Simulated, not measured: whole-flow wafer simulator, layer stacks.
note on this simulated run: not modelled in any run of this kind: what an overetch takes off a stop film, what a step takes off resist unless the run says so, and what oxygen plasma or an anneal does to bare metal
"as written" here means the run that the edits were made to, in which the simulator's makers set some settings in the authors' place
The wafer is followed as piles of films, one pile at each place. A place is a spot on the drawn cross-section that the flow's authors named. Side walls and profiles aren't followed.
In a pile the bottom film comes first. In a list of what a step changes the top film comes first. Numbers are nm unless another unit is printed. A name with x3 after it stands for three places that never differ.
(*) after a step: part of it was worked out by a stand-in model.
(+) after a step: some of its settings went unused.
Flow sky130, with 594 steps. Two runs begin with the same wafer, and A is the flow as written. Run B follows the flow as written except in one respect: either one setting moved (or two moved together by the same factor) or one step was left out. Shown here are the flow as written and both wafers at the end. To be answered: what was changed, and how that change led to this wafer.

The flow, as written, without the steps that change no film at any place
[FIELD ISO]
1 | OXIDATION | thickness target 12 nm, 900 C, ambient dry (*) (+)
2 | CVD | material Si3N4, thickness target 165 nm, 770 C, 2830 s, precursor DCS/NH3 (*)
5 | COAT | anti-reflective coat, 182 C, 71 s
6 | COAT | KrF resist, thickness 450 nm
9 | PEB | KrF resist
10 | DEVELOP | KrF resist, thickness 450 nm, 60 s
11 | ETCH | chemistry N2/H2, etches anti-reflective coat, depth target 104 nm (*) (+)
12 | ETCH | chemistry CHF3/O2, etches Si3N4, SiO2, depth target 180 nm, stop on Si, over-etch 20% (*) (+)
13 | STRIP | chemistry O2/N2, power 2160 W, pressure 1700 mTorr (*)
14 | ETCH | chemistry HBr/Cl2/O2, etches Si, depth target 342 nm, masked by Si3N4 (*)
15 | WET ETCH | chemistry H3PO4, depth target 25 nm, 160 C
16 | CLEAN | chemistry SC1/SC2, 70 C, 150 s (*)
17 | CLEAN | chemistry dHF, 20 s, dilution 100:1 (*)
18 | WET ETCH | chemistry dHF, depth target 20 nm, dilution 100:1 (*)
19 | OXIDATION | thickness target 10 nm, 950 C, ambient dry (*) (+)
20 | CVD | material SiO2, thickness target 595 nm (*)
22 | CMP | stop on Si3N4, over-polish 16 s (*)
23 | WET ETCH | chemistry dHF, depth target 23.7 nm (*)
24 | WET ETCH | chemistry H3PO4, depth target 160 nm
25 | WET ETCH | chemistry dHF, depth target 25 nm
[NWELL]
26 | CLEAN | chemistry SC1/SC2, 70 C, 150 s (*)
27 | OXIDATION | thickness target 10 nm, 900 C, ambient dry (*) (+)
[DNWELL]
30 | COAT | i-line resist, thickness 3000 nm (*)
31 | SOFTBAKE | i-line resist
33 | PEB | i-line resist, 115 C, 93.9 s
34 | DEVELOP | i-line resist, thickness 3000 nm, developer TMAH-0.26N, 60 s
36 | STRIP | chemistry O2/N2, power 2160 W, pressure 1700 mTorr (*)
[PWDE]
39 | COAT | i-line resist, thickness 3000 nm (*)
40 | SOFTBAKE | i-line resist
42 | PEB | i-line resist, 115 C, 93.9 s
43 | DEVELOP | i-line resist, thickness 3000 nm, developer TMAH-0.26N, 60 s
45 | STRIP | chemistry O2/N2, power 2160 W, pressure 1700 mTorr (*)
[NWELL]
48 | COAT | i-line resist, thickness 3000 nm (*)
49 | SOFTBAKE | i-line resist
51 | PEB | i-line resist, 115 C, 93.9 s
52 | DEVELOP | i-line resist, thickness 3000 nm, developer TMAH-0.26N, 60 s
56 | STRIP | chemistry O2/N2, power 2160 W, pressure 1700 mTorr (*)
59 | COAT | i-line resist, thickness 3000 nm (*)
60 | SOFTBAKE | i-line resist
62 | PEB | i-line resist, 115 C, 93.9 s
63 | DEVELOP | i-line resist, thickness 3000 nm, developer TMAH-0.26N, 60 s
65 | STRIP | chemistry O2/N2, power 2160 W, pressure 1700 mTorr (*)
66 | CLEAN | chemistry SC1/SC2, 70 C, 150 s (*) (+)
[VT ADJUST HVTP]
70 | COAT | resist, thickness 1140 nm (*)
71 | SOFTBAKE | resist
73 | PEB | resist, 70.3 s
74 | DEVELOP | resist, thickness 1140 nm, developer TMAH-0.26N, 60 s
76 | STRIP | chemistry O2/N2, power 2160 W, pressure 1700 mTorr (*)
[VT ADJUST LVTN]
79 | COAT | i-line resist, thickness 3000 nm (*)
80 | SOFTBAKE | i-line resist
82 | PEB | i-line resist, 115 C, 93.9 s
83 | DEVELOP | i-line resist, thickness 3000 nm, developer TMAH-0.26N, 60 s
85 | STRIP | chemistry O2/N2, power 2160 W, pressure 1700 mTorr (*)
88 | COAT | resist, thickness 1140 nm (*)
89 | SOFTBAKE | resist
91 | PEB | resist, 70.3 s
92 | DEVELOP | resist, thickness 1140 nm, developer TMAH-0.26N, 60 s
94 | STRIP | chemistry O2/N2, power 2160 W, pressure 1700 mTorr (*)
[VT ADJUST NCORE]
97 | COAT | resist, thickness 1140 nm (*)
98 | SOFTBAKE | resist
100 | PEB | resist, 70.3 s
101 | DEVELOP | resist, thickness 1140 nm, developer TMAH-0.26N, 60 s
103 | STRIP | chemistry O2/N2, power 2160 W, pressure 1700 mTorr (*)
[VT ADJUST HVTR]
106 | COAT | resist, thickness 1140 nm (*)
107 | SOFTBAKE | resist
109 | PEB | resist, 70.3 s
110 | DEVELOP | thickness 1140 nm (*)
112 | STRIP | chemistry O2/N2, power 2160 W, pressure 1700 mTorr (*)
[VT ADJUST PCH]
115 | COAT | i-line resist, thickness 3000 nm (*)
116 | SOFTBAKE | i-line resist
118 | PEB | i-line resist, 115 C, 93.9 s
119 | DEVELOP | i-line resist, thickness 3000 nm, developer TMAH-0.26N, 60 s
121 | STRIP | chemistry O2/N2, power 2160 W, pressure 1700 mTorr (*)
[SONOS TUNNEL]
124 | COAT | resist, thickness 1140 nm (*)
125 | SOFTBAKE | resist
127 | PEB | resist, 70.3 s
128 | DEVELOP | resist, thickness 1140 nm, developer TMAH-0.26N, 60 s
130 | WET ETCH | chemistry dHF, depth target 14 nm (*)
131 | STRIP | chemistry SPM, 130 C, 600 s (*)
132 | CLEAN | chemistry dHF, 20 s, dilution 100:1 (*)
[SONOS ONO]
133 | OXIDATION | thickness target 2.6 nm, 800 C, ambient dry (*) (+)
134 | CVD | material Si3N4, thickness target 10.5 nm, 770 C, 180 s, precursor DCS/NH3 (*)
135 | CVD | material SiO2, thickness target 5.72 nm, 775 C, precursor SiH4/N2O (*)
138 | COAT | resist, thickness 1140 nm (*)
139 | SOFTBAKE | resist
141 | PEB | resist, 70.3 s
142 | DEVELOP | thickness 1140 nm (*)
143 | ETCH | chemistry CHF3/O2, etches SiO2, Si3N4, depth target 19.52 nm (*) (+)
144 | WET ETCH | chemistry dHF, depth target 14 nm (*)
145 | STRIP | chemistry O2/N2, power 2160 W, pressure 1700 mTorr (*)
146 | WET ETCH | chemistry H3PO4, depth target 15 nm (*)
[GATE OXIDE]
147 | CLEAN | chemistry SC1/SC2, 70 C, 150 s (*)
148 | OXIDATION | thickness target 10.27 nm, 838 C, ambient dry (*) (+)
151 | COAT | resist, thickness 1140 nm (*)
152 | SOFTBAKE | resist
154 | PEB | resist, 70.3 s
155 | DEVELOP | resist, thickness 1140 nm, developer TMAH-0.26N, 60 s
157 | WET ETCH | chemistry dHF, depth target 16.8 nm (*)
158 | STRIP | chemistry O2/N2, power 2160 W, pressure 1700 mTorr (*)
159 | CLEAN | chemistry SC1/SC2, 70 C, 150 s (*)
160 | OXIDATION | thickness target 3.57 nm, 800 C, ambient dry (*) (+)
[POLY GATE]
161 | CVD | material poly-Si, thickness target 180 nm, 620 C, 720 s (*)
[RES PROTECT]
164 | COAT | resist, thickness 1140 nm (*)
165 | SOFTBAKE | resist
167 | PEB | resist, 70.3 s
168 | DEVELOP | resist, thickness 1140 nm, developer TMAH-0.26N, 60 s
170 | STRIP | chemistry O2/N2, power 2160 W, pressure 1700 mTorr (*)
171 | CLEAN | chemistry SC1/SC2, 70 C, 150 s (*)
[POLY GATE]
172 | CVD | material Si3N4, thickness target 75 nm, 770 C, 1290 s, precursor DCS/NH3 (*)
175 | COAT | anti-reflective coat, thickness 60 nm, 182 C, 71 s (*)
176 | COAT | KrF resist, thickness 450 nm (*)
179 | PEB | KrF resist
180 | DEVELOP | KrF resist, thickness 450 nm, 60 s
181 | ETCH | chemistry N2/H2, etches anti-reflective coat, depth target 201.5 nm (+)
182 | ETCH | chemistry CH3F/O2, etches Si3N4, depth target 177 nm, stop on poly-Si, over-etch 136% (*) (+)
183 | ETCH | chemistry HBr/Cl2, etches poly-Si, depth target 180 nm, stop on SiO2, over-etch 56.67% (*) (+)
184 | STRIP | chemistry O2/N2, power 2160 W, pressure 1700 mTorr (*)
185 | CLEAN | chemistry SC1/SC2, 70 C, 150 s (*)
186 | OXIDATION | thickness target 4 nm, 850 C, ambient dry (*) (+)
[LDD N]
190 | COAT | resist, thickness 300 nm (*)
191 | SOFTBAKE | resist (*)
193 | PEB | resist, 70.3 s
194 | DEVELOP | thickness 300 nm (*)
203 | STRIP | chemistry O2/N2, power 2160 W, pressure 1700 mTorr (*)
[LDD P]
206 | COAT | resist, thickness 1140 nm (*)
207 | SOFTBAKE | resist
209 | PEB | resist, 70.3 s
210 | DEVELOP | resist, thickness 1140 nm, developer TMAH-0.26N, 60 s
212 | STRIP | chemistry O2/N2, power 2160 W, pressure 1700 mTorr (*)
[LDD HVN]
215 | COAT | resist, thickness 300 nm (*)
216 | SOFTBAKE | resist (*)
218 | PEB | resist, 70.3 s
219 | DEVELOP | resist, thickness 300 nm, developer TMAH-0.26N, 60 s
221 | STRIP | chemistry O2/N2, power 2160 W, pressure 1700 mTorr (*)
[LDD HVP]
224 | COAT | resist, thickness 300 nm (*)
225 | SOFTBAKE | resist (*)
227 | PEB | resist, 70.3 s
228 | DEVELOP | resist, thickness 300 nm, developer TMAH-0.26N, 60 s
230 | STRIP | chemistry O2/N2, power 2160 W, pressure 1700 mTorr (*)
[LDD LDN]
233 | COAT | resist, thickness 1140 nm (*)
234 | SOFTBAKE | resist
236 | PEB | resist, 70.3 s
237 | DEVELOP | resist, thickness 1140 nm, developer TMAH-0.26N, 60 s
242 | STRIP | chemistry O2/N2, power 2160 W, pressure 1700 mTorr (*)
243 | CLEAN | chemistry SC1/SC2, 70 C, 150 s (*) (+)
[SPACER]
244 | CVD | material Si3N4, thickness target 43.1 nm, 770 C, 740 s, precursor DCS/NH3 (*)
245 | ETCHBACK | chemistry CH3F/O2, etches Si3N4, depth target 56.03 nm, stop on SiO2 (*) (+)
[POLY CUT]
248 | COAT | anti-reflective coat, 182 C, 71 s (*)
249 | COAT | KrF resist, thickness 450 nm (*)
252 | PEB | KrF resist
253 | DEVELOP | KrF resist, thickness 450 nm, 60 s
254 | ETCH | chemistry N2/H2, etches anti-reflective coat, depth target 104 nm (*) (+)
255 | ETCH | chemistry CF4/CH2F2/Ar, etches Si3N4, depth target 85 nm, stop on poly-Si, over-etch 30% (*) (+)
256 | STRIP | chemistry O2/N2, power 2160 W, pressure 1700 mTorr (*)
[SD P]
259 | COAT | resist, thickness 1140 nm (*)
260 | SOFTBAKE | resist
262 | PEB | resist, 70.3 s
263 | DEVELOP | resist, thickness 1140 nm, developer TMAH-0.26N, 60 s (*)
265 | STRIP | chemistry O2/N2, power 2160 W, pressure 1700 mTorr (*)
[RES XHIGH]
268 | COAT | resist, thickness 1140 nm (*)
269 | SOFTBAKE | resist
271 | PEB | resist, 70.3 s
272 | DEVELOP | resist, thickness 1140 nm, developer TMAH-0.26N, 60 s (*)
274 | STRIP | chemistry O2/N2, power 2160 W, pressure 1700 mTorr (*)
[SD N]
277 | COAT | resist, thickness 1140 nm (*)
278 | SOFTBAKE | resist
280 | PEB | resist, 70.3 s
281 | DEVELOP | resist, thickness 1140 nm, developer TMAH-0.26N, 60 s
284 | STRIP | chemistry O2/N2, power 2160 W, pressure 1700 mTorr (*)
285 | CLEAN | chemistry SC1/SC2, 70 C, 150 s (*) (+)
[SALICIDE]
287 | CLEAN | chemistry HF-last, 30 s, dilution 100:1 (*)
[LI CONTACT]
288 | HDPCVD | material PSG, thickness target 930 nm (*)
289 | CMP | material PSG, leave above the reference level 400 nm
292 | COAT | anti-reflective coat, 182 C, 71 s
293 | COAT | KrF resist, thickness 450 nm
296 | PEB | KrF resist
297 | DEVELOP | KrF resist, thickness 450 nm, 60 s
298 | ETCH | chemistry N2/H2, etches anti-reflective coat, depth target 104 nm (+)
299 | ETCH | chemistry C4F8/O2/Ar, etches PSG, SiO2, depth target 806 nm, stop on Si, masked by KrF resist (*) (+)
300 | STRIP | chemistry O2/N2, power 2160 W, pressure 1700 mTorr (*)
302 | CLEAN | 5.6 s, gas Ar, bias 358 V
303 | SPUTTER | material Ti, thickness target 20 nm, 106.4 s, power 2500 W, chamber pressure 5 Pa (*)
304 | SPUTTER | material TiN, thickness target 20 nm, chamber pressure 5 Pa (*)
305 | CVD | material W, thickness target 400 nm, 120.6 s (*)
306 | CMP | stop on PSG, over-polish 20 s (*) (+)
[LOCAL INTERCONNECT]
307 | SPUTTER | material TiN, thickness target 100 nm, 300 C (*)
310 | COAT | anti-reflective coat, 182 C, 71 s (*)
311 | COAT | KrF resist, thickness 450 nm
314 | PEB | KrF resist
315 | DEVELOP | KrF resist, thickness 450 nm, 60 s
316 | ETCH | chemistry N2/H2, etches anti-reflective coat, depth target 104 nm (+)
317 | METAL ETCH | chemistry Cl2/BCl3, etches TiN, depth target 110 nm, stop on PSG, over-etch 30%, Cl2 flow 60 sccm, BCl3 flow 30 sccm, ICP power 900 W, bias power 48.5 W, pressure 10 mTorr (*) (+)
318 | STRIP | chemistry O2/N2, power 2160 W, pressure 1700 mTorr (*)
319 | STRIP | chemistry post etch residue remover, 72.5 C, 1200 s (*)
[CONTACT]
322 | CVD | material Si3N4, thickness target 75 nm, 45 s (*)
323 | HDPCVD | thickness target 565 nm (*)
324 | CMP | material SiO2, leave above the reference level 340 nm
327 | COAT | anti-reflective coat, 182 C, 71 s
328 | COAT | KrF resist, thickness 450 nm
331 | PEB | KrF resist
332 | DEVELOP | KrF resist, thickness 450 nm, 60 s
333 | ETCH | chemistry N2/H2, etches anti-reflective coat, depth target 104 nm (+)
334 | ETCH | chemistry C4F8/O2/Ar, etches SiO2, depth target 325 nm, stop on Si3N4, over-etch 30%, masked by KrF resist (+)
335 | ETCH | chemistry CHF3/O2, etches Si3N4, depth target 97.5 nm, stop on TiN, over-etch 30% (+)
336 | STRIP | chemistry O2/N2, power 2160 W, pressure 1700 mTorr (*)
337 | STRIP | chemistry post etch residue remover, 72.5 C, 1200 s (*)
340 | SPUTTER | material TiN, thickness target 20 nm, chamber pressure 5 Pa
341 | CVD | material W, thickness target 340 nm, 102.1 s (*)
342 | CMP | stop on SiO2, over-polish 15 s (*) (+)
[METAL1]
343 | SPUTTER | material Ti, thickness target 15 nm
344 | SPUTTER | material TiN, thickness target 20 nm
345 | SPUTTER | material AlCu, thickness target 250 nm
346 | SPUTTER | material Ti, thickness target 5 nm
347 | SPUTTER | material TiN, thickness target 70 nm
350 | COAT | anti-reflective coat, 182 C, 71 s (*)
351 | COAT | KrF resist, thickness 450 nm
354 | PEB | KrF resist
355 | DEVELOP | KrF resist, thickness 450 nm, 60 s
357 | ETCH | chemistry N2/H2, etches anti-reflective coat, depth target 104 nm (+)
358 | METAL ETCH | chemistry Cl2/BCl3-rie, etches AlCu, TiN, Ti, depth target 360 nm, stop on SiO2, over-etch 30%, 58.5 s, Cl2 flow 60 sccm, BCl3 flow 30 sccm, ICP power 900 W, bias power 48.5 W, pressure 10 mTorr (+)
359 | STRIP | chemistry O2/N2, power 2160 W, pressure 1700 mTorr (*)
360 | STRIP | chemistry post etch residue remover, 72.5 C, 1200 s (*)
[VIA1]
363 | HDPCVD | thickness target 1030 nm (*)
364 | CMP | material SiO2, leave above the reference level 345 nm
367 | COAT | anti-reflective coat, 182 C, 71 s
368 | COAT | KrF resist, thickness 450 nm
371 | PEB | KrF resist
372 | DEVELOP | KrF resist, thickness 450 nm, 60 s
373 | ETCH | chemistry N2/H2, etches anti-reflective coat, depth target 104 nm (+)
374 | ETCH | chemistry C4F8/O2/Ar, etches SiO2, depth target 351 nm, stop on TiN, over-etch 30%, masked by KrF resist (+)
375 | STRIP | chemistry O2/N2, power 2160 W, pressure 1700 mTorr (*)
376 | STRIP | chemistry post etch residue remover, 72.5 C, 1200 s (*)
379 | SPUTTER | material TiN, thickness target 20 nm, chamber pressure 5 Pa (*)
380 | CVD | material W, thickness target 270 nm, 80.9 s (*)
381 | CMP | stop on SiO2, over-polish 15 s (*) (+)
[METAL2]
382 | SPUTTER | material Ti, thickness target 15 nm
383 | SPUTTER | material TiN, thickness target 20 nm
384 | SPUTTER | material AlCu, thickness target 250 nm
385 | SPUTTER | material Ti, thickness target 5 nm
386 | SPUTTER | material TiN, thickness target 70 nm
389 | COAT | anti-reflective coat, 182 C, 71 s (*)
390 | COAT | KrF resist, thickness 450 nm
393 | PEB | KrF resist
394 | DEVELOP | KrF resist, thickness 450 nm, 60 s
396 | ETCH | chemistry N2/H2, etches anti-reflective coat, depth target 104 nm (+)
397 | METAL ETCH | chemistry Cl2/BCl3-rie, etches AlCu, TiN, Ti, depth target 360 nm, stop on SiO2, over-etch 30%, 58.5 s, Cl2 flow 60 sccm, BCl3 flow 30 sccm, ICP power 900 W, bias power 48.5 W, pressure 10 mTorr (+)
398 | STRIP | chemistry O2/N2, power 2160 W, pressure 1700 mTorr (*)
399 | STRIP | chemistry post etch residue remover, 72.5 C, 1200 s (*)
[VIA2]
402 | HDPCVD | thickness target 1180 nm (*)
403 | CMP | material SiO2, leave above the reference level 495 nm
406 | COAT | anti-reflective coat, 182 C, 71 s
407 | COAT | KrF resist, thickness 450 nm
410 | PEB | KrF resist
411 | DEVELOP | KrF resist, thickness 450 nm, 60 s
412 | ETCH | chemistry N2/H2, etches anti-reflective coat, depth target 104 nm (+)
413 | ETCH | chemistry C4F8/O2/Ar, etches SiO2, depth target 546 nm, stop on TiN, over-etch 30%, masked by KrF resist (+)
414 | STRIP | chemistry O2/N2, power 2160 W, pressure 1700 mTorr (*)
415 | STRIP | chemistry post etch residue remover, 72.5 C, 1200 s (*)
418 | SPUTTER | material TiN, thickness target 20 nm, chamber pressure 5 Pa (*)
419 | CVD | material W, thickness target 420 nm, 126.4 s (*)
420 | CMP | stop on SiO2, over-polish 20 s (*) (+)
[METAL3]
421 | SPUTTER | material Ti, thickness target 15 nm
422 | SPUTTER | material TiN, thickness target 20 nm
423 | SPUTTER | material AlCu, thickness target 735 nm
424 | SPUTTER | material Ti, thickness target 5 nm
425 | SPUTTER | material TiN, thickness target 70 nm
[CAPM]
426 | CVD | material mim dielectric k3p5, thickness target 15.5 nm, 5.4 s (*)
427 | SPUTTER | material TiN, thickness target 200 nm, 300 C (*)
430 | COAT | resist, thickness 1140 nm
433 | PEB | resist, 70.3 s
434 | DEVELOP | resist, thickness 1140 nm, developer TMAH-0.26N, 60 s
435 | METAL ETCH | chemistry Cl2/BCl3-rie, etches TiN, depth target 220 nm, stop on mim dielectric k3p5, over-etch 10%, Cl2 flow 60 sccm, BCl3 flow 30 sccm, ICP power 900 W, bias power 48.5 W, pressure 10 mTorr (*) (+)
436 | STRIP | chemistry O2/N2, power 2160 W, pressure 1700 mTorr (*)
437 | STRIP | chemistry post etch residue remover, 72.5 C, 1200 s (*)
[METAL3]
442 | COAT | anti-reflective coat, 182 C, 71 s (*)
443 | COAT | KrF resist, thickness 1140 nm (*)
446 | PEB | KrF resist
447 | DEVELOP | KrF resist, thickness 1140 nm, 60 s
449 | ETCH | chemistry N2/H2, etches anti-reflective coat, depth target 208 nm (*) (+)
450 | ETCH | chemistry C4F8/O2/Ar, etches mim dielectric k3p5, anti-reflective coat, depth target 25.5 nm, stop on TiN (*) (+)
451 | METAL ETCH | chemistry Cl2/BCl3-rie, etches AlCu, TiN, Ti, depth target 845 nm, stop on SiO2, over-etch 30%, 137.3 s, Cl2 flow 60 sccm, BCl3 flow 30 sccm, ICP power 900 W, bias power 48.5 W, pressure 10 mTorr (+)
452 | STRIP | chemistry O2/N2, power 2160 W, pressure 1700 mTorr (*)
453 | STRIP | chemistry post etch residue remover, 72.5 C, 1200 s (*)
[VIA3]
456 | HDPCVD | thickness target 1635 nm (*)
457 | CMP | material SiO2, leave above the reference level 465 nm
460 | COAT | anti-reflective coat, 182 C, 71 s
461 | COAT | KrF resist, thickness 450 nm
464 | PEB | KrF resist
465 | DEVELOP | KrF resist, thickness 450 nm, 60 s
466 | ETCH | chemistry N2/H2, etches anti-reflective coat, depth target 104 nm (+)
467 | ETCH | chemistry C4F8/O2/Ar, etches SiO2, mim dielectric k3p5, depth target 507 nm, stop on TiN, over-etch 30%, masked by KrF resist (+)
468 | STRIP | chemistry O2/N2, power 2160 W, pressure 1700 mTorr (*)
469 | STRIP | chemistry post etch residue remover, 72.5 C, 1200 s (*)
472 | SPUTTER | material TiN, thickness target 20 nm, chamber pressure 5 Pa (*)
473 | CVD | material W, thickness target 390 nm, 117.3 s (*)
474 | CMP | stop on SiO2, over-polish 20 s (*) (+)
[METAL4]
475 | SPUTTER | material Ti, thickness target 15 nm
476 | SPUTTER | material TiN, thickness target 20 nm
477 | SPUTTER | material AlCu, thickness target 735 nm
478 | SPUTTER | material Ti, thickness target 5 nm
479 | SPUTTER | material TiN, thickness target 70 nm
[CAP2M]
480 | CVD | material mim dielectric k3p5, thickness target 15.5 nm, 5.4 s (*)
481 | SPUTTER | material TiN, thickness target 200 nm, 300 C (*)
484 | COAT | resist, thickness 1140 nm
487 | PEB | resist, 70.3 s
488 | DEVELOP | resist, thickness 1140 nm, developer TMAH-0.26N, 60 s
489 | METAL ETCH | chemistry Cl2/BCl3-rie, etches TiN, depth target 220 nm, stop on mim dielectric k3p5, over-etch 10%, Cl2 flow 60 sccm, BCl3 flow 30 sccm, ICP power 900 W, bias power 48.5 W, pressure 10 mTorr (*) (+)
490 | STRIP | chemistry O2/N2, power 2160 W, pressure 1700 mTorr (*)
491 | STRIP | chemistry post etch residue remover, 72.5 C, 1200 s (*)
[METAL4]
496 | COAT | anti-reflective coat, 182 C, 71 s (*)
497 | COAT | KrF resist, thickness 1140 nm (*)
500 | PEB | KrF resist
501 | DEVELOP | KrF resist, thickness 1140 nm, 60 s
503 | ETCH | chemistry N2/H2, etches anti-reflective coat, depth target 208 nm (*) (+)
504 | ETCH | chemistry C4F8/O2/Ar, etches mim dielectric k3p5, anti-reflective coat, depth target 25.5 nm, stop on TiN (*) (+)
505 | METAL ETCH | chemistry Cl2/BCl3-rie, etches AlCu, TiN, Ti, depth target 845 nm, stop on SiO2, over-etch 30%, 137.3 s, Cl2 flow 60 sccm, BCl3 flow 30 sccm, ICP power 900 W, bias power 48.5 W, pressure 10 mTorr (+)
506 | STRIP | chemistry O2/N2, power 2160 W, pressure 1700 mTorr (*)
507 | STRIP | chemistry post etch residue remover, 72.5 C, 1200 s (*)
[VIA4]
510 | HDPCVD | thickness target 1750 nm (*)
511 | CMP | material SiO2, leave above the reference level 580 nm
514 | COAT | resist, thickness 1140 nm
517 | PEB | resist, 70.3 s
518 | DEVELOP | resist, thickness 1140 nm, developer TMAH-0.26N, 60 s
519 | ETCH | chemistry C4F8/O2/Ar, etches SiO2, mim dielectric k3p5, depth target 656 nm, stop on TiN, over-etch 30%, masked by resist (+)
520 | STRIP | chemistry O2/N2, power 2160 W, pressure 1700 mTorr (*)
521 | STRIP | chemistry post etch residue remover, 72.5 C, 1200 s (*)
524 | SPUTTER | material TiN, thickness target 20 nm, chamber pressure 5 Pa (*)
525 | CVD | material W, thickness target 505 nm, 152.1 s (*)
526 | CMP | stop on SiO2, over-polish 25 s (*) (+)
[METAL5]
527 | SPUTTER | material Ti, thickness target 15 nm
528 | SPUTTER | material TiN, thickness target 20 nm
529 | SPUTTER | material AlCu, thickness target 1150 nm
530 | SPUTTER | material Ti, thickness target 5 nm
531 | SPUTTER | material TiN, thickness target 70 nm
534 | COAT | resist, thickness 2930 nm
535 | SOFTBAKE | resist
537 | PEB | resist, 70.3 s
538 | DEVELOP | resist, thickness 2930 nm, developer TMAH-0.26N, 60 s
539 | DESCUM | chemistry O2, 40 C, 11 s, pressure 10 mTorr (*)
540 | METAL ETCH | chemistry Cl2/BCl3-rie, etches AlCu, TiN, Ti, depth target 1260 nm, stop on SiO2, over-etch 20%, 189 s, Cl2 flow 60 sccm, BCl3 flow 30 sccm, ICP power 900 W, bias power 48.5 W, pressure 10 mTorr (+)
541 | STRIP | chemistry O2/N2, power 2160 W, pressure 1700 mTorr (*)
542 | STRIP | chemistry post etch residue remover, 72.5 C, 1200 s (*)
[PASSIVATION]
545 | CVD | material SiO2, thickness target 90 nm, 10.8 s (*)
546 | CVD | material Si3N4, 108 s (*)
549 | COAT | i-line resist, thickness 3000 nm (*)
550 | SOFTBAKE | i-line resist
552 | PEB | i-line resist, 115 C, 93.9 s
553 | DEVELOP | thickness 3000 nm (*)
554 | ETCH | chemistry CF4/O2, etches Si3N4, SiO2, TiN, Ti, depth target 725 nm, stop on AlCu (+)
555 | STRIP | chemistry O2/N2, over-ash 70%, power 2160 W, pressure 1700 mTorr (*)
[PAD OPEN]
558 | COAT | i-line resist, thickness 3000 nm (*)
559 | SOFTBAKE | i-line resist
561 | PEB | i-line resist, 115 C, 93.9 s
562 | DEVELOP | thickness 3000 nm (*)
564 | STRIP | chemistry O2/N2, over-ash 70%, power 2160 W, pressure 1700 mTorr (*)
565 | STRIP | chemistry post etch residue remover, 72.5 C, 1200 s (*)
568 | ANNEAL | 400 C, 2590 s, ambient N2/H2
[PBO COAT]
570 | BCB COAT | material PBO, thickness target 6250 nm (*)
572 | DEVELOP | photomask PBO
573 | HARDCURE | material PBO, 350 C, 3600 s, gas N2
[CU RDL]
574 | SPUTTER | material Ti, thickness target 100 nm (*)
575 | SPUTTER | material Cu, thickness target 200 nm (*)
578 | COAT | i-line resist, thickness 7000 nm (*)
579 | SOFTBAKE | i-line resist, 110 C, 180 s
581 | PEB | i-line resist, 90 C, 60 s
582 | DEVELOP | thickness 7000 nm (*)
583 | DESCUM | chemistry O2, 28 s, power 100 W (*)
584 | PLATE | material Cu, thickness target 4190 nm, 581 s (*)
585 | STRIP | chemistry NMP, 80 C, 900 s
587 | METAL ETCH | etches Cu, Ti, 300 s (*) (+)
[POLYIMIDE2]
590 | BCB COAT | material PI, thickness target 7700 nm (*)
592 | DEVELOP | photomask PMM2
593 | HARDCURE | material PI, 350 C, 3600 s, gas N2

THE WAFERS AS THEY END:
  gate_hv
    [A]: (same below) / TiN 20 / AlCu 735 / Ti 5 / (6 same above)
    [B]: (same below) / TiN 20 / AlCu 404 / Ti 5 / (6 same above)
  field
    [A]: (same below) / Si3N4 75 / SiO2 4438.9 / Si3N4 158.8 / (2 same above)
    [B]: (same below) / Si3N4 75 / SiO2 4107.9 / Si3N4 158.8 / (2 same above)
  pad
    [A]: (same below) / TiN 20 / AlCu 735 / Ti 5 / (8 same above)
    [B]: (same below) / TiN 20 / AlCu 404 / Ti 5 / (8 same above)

What caused this: step 477, SPUTTER: thickness target 404 nm was run, whereas the flow has thickness target 735 nm.
One can read it off the wafer: gate_hv has AlCu 404, and step 477 as written asks for 735 nm.

The path from the change to this, step by step:
  477 | SPUTTER | material AlCu, thickness target 735 nm
      field, active, n_well and 189 more: A AlCu gains 735 (new film) | B AlCu gains 404 (new film)
  505 | METAL ETCH | chemistry Cl2/BCl3-rie, etches AlCu, TiN, Ti, depth target 845 nm, stop on SiO2, over-etch 30%, 137.3 s, Cl2 flow 60 sccm, BCl3 flow 30 sccm, ICP power 900 W, bias power 48.5 W, pressure 10 mTorr (+)
      field, gate, spacer and 61 more: A TiN loses 70 (all of it), Ti loses 5 (all of it), AlCu loses 735 (all of it), TiN loses 20 (all of it), Ti loses 15 (all of it), SiO2 loses 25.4 | B TiN loses 70 (all of it), Ti loses 5 (all of it), AlCu loses 404 (all of it), TiN loses 20 (all of it), Ti loses 15 (all of it), SiO2 loses 58.4
      vpp_iso1, m1_ln, poly_licon and 8 more: A TiN loses 70 (all of it), Ti loses 5 (all of it), AlCu loses 735 (all of it), TiN loses 20 (all of it), Ti loses 15 (all of it), SiO2 loses 25.3 | B TiN loses 70 (all of it), Ti loses 5 (all of it), AlCu loses 404 (all of it), TiN loses 20 (all of it), Ti loses 15 (all of it), SiO2 loses 58.4
      (and at 13 other places as well)
  511 | CMP | material SiO2, leave above the reference level 580 nm
      field, active, gate and 67 more: A SiO2 loses 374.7 | B SiO2 loses 672.6
      vpp_ln, vpp_iso2, mim_edge_plate and 7 more: A SiO2 loses 374.7 | B SiO2 loses 672.5
      (and at 8 other places as well)
